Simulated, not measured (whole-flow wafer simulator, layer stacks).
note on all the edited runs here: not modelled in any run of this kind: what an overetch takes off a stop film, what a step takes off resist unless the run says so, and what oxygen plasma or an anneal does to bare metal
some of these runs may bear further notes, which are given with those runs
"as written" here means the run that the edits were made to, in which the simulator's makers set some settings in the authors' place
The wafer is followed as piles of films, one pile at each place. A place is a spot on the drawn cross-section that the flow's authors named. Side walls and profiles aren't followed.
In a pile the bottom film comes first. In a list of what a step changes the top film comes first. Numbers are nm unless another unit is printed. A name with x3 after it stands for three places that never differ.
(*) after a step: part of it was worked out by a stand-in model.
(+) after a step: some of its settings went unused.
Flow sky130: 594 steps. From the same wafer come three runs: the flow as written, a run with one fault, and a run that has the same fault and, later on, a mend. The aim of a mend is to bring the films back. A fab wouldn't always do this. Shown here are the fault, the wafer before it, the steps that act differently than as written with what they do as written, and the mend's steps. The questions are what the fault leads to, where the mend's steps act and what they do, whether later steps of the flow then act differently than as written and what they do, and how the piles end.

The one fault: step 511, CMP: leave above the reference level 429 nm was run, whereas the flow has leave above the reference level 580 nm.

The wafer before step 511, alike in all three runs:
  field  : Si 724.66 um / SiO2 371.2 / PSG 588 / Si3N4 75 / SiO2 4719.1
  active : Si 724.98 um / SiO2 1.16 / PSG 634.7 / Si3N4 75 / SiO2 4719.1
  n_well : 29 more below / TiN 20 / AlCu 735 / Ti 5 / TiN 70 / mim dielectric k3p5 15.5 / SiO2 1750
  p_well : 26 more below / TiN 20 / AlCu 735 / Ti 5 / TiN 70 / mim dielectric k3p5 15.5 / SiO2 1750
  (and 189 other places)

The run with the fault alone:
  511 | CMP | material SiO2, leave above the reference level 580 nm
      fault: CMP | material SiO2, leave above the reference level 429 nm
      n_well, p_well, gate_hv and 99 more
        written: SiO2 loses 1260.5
        fault: SiO2 loses 1411.5
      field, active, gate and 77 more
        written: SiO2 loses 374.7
        fault: SiO2 loses 525.7
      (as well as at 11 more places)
  Steps later in the flow that act otherwise than as written:
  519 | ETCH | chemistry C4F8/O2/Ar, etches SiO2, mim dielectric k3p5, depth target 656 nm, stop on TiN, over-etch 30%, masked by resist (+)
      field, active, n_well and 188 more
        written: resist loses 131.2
        fault: resist loses 92.2
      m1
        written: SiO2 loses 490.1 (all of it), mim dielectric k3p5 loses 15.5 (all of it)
        fault: SiO2 loses 339.1 (all of it), mim dielectric k3p5 loses 15.5 (all of it)
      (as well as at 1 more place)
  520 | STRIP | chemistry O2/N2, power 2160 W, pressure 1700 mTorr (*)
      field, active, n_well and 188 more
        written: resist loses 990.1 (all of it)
        fault: resist loses 1029.1 (all of it)
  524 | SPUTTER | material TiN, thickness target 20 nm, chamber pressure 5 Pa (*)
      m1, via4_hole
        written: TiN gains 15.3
        fault: TiN gains 16.4
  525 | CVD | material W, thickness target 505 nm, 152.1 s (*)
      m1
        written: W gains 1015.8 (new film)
        fault: W gains 666.9 (new film)
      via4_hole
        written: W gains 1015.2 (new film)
        fault: W gains 668 (new film)
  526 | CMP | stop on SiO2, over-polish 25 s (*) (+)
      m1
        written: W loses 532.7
        fault: W loses 335.9
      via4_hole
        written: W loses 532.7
        fault: W loses 337.6
  The piles end different from the flow's at field, active, n_well and 190 more by more than 2% or 0.5 nm, whichever is larger.
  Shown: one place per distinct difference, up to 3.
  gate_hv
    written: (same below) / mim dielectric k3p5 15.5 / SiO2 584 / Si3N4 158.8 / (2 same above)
    fault: (same below) / mim dielectric k3p5 15.5 / SiO2 433 / Si3N4 158.8 / (2 same above)
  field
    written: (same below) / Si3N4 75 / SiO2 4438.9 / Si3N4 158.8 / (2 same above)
    fault: (same below) / Si3N4 75 / SiO2 4287.9 / Si3N4 158.8 / (2 same above)
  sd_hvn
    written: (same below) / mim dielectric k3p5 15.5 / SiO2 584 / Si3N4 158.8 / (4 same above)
    fault: (same below) / mim dielectric k3p5 15.5 / SiO2 433 / Si3N4 158.8 / (4 same above)

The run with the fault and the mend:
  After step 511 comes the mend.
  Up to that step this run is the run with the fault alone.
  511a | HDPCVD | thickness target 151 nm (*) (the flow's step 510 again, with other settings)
      field, active, n_well and 190 more
        SiO2 gains 151
  Later steps of the flow that are run all act as written at every place that is followed.
  The piles end the same as the flow's at every place that both follow.
